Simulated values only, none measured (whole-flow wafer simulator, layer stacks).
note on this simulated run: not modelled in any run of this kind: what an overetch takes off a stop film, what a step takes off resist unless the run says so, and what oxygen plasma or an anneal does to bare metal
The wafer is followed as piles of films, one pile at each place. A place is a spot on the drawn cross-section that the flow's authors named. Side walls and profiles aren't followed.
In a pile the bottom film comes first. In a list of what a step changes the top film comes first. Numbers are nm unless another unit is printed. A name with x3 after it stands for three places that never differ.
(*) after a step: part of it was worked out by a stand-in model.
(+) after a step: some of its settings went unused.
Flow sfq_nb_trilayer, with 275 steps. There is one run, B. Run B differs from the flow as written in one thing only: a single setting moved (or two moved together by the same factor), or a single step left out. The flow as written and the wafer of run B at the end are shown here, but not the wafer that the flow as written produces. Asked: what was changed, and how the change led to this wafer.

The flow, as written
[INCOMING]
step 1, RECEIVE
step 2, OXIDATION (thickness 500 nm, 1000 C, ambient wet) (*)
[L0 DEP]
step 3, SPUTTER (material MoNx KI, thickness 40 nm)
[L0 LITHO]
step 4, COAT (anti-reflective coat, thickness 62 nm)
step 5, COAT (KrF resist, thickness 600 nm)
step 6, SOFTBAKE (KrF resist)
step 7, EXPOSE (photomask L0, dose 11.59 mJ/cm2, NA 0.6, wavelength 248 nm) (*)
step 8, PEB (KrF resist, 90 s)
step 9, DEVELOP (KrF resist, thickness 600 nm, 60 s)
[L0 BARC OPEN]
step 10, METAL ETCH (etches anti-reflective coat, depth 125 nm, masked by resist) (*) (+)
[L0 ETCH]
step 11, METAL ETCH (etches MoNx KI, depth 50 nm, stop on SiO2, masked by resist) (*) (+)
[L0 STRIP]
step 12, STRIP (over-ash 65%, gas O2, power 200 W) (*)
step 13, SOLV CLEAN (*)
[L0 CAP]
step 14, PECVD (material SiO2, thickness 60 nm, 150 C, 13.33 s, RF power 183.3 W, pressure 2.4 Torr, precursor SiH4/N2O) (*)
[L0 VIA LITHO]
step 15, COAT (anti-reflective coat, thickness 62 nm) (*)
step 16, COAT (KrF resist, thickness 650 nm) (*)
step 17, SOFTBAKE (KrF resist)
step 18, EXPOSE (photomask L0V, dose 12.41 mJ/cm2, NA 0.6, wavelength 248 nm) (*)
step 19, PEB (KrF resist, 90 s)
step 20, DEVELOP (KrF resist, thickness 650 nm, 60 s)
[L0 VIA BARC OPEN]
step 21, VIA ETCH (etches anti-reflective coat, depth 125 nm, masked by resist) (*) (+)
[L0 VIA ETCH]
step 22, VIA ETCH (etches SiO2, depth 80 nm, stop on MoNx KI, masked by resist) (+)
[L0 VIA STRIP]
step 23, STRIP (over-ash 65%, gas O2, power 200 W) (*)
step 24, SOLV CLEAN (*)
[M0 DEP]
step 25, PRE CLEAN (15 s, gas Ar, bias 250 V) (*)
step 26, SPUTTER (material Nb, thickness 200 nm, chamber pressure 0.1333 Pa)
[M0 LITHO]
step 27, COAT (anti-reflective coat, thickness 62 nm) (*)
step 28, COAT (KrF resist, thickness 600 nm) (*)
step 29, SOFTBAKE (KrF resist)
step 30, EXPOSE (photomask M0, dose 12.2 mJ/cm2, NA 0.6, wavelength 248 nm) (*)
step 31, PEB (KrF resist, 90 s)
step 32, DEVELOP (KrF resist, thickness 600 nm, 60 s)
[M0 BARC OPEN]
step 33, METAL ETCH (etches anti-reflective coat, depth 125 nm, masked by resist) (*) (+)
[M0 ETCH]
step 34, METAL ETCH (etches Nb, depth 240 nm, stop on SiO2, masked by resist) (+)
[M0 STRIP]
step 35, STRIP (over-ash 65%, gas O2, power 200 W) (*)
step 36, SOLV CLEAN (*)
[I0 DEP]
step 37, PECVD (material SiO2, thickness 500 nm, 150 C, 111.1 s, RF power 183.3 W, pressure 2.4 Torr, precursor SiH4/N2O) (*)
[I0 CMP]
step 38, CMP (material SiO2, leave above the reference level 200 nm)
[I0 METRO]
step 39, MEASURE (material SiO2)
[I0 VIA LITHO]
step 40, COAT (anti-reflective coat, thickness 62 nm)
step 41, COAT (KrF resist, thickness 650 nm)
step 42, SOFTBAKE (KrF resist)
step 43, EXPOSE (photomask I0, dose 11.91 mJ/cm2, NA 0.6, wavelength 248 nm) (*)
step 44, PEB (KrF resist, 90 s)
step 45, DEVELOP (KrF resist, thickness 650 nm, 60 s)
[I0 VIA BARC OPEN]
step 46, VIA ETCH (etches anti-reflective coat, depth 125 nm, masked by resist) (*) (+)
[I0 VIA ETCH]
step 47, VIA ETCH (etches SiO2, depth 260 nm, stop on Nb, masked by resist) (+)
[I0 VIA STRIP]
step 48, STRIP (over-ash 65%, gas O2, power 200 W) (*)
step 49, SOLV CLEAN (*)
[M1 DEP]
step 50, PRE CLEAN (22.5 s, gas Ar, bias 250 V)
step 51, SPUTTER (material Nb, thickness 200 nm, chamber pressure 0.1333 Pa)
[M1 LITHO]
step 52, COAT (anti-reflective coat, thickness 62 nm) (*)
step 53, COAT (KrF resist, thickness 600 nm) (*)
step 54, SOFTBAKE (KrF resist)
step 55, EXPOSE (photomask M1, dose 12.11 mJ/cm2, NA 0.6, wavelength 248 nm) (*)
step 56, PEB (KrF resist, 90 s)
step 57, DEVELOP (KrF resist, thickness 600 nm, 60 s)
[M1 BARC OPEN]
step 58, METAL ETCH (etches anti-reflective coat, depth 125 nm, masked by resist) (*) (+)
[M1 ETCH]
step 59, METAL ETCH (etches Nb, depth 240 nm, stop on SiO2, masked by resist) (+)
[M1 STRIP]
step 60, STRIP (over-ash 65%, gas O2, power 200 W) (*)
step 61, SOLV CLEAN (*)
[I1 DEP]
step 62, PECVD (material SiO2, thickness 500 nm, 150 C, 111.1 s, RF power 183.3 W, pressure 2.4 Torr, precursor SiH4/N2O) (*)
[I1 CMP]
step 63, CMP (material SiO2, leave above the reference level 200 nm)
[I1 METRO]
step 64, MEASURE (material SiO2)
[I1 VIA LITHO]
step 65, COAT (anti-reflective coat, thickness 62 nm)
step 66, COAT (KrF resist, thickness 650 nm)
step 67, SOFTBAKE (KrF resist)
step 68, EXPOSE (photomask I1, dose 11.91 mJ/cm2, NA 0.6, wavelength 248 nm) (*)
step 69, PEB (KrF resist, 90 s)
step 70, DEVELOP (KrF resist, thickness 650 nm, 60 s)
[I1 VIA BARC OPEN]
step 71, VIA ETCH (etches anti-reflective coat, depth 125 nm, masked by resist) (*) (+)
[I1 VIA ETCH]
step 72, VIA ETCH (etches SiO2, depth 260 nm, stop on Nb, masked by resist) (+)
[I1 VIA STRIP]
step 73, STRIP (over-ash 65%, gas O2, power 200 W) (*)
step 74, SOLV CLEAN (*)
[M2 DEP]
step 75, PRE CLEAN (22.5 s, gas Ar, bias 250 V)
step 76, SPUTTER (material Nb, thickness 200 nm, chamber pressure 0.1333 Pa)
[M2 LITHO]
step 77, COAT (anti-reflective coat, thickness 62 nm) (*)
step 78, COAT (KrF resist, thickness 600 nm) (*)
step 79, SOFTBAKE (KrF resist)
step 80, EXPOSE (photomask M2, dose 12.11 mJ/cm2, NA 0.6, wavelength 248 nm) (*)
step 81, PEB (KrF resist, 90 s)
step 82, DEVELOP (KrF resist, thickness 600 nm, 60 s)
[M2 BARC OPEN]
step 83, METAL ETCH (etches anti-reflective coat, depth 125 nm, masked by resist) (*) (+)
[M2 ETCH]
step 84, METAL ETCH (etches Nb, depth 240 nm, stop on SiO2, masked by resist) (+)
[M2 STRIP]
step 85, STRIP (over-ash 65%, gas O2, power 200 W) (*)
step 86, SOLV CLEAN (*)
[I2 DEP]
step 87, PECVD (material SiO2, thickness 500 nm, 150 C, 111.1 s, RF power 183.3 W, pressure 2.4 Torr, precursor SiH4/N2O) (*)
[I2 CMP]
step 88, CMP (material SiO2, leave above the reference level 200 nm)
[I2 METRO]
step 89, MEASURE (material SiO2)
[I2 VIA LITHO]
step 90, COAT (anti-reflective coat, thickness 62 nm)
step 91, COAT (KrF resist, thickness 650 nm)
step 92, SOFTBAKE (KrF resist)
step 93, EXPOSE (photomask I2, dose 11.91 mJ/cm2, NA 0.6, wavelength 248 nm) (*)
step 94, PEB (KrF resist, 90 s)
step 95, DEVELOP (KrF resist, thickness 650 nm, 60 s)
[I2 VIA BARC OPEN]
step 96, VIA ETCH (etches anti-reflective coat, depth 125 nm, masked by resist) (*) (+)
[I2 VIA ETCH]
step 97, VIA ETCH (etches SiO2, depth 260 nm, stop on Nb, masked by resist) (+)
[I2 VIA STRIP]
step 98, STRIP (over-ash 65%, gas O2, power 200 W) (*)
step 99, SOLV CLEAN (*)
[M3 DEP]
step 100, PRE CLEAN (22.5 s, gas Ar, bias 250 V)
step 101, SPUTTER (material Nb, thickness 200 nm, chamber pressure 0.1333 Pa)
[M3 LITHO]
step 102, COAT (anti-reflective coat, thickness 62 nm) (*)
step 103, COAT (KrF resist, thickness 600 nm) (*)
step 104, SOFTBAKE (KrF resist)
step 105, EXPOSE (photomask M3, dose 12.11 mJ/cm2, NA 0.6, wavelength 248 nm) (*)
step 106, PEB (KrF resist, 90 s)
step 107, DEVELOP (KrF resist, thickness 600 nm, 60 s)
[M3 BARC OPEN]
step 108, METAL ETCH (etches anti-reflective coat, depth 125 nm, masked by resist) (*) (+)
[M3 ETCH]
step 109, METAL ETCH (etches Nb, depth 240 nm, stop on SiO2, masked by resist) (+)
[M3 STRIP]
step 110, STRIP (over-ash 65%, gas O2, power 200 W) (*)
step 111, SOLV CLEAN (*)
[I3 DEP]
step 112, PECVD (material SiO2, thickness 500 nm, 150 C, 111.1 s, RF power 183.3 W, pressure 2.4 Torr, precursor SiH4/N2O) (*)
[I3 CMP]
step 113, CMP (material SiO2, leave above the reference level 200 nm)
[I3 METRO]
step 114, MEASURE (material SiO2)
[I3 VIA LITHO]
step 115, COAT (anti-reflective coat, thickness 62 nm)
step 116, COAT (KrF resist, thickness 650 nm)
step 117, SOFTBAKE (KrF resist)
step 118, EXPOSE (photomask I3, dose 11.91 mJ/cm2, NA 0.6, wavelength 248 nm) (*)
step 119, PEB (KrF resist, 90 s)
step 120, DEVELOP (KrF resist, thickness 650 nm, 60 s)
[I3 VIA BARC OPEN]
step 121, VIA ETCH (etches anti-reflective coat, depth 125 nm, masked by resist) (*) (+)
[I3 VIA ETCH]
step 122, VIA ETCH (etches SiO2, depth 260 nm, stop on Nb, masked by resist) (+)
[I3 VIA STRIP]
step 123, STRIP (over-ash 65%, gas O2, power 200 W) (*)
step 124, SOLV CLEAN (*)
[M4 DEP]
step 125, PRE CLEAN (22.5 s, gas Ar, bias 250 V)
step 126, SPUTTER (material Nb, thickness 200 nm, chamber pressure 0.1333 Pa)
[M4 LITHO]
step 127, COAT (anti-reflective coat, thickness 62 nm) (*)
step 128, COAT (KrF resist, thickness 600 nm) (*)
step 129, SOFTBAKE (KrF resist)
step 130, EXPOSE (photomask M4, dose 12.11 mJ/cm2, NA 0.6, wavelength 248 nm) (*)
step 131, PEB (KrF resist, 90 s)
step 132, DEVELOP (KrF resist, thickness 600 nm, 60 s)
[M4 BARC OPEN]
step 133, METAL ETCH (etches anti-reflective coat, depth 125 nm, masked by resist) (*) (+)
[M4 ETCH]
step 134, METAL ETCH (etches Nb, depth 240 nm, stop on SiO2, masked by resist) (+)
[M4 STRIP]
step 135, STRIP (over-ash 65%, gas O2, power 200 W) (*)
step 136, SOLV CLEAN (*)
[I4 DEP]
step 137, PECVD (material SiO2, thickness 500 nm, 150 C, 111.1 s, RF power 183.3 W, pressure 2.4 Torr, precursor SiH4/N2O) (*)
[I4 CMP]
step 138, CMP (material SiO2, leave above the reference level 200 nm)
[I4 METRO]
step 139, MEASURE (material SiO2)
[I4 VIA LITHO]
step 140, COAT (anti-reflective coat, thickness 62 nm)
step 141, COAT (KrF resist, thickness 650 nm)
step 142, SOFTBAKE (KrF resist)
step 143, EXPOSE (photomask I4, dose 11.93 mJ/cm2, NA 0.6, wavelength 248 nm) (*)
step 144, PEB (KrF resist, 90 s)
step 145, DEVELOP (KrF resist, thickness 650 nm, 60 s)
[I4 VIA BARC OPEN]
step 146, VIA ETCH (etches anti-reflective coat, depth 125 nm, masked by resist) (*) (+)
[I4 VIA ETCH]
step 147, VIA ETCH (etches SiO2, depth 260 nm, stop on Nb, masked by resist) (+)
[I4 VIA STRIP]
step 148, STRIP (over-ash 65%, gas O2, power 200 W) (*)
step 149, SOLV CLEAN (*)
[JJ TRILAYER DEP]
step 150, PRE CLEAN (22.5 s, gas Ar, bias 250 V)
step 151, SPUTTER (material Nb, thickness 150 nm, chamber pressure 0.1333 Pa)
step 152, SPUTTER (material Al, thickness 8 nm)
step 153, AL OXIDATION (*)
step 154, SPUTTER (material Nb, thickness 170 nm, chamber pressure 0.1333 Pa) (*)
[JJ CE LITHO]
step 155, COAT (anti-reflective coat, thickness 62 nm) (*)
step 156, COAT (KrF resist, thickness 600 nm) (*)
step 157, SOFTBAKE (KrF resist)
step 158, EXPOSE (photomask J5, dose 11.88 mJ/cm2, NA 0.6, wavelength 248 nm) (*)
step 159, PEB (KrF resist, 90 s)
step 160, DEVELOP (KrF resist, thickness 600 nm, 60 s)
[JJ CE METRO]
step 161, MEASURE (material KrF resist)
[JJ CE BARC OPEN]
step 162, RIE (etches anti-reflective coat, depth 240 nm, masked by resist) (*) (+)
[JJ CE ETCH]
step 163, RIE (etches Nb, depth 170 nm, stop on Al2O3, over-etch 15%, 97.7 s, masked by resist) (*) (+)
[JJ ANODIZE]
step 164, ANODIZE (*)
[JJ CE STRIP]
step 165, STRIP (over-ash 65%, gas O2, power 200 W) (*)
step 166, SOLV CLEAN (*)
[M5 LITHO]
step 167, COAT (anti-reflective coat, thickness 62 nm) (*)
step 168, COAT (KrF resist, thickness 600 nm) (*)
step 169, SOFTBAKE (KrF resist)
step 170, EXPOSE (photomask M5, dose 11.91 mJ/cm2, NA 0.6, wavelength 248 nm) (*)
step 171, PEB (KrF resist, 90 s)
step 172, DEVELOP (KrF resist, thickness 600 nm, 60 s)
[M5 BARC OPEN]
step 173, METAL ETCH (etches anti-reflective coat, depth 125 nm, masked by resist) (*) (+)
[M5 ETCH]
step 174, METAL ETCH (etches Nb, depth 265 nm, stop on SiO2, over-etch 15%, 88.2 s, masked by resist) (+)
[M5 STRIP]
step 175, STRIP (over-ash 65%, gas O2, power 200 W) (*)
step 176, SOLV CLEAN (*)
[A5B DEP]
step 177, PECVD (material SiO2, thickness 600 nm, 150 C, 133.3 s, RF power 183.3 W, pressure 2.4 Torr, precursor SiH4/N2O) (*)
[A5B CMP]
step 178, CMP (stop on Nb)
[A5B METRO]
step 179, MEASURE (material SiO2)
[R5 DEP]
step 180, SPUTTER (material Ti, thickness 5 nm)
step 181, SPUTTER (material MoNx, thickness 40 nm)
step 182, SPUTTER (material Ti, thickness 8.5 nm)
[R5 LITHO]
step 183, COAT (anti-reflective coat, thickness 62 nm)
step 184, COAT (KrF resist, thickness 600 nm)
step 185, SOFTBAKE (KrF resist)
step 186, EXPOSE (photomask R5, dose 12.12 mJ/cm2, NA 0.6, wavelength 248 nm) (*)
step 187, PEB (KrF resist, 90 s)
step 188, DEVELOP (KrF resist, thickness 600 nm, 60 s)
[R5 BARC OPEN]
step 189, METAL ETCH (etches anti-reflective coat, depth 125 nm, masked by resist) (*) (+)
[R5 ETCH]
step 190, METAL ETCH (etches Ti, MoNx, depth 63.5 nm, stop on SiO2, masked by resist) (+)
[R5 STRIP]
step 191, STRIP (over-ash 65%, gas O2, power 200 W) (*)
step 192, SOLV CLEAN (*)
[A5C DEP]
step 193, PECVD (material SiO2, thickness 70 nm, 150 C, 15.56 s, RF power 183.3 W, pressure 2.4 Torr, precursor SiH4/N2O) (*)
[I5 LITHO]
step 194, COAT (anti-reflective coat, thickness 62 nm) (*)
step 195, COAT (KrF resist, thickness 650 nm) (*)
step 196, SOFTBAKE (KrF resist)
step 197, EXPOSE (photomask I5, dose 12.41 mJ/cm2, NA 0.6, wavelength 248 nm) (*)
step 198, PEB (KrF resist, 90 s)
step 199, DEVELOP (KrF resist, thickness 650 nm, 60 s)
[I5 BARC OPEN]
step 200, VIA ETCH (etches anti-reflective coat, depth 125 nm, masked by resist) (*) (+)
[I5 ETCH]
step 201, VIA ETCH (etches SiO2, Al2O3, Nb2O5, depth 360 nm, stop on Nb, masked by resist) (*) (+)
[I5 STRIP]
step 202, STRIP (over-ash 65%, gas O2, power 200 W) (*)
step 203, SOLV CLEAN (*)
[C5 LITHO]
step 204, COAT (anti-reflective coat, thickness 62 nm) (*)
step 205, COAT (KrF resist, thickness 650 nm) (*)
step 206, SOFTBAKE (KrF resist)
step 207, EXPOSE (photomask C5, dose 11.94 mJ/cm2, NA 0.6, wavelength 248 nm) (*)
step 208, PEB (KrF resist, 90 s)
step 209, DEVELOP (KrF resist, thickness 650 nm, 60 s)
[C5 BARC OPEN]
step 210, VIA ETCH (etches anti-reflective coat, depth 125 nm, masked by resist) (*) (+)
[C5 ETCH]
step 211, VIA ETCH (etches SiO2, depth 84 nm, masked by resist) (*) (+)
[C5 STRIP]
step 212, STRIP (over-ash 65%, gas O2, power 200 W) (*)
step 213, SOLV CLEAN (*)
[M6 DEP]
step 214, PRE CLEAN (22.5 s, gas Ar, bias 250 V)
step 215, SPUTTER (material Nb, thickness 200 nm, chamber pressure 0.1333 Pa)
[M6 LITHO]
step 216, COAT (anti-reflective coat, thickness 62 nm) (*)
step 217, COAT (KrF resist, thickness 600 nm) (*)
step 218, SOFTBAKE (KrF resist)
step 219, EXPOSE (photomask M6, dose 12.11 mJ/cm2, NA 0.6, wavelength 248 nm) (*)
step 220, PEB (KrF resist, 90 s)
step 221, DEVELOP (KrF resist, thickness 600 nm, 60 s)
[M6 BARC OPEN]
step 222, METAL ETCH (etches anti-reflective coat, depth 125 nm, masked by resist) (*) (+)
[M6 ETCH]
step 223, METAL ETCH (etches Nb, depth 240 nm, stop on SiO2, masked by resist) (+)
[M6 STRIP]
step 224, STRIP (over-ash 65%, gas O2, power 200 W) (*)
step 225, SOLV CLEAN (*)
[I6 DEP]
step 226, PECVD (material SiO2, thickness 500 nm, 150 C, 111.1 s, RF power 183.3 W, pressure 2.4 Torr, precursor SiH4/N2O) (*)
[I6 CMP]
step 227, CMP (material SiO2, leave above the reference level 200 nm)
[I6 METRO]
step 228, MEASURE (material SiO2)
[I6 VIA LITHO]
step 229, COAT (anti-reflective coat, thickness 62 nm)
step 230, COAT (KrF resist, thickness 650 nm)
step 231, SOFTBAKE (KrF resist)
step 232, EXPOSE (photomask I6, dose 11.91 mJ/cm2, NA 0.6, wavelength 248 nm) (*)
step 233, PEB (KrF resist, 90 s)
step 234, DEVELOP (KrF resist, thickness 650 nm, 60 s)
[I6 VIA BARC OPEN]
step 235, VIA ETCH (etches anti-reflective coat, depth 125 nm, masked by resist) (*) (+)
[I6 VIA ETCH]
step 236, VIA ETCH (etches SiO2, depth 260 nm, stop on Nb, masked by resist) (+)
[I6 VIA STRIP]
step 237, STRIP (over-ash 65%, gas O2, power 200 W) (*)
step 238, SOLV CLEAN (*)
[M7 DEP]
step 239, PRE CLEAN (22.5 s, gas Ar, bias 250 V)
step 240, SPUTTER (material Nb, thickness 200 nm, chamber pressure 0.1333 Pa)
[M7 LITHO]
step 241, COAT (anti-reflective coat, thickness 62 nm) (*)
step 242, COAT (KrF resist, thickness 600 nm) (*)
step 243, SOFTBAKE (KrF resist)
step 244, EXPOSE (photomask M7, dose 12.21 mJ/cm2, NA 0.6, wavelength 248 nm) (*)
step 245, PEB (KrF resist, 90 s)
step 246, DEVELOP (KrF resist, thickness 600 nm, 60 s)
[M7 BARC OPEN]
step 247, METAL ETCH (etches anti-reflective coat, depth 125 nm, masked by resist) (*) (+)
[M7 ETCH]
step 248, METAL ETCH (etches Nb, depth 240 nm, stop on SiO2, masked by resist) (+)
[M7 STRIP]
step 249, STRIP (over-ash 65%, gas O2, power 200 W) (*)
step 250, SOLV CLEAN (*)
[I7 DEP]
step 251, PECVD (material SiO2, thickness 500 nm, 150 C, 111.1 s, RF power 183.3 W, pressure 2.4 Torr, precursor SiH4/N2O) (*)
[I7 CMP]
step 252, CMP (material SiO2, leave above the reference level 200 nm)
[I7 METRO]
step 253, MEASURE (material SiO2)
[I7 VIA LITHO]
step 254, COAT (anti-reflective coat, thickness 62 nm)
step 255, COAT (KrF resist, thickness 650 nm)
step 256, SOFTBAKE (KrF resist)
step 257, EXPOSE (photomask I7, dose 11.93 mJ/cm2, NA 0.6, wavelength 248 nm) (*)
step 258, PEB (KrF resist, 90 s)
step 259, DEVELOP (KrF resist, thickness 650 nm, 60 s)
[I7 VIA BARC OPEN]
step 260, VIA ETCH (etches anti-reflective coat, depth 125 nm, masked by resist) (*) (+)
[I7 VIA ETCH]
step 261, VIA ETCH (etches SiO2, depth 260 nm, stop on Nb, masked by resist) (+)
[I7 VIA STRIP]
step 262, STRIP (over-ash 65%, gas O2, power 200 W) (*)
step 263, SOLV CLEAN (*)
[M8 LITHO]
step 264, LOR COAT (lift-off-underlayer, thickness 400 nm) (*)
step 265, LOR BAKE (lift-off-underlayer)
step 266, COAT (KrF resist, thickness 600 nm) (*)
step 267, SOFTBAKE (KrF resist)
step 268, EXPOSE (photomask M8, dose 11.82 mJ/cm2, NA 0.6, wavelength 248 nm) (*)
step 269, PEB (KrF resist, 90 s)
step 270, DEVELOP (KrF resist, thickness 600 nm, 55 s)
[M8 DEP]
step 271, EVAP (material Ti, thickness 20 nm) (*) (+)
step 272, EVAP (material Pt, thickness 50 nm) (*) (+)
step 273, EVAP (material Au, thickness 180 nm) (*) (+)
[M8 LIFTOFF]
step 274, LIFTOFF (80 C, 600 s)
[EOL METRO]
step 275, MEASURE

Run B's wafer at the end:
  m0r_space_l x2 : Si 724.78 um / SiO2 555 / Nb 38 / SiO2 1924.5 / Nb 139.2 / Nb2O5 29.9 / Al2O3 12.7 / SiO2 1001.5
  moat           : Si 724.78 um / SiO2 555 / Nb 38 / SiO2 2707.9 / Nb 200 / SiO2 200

The reason: step 34, METAL ETCH: depth 162 nm was run, while the flow as written has depth 240 nm.

How this came from the change, step by step:
  step 34, METAL ETCH (etches Nb, depth 240 nm, stop on SiO2, masked by resist) (+)
      moat, m0r_space_l x2: -162 Nb (it would be, as written: -200 Nb (all of it))
      field_l, v_sur, via_wl and 100 more: -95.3 KrF resist (it would be, as written: -141.2 KrF resist)
  step 35, STRIP (over-ash 65%, gas O2, power 200 W) (*)
      p4_fl, p4_fm, p4_w1 and 68 more: -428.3 KrF resist (all of it), -62 anti-reflective coat (all of it) (it would be, as written: -382.4 KrF resist (all of it), -62 anti-reflective coat (all of it))
      c5j, ce_r, sp_r, be_r, r_sur, res: -434.9 KrF resist (all of it), -63.6 anti-reflective coat (all of it) (it would be, as written: -389 KrF resist (all of it), -63.6 anti-reflective coat (all of it))
      (also at 26 further places)
  step 37, PECVD (material SiO2, thickness 500 nm, 150 C, 111.1 s, RF power 183.3 W, pressure 2.4 Torr, precursor SiH4/N2O) (*)
      moat, m0r_space_l x2: +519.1 SiO2 (new film) (it would be, as written: +557.1 SiO2)
With metal films that touch counted as one body, m0r_space_l x2 has 2 bodies (between them, from the top down: SiO2 1924.5); the flow as written gives 1 body.
With metal films that touch counted as one body, moat has 2 bodies (between them, from the top down: SiO2 2707.9); the flow as written gives 1 body.
